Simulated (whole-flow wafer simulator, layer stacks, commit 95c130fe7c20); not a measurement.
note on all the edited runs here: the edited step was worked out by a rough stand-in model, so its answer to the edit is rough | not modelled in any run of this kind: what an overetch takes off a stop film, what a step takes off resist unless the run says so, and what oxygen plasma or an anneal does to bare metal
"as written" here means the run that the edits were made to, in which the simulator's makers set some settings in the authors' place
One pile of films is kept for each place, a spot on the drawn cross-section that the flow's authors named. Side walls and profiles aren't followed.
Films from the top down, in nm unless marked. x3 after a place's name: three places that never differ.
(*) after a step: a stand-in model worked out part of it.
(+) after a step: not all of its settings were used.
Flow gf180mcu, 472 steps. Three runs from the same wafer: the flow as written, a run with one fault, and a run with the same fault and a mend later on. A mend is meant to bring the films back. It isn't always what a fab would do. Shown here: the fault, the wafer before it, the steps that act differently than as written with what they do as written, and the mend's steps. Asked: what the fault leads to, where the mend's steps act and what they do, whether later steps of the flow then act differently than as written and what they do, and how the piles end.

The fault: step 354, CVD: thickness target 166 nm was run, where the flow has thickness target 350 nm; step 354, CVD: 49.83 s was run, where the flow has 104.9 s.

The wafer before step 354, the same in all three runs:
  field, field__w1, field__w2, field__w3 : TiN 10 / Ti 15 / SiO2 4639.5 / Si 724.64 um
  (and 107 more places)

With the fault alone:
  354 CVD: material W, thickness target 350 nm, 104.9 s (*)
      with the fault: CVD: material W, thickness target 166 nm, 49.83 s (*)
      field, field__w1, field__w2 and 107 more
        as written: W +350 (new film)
        with the fault: W +167.8 (new film)
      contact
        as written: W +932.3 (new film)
        with the fault: W +750.1 (new film)
  Later steps of the flow that act differently than as written:
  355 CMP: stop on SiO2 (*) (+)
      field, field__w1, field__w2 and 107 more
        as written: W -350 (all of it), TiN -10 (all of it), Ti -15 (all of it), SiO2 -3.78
        with the fault: W -167.8 (all of it), TiN -10 (all of it), Ti -15 (all of it), SiO2 -1.95
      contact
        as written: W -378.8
        with the fault: W -194.8
  At the end the piles differ from the flow's only slightly at the places that both follow, by at most 2% or 0.5 nm, whichever is larger.

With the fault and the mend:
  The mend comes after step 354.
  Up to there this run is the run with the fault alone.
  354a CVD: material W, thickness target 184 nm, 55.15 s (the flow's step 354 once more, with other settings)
      field, field__w1, field__w2 and 108 more
        W +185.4
  No later step of the flow acts differently than as written, at any place that is followed, by more than 2% or 0.5 nm, whichever is larger.
  At the end the piles differ from the flow's only slightly at the places that both follow, by at most 2% or 0.5 nm, whichever is larger.
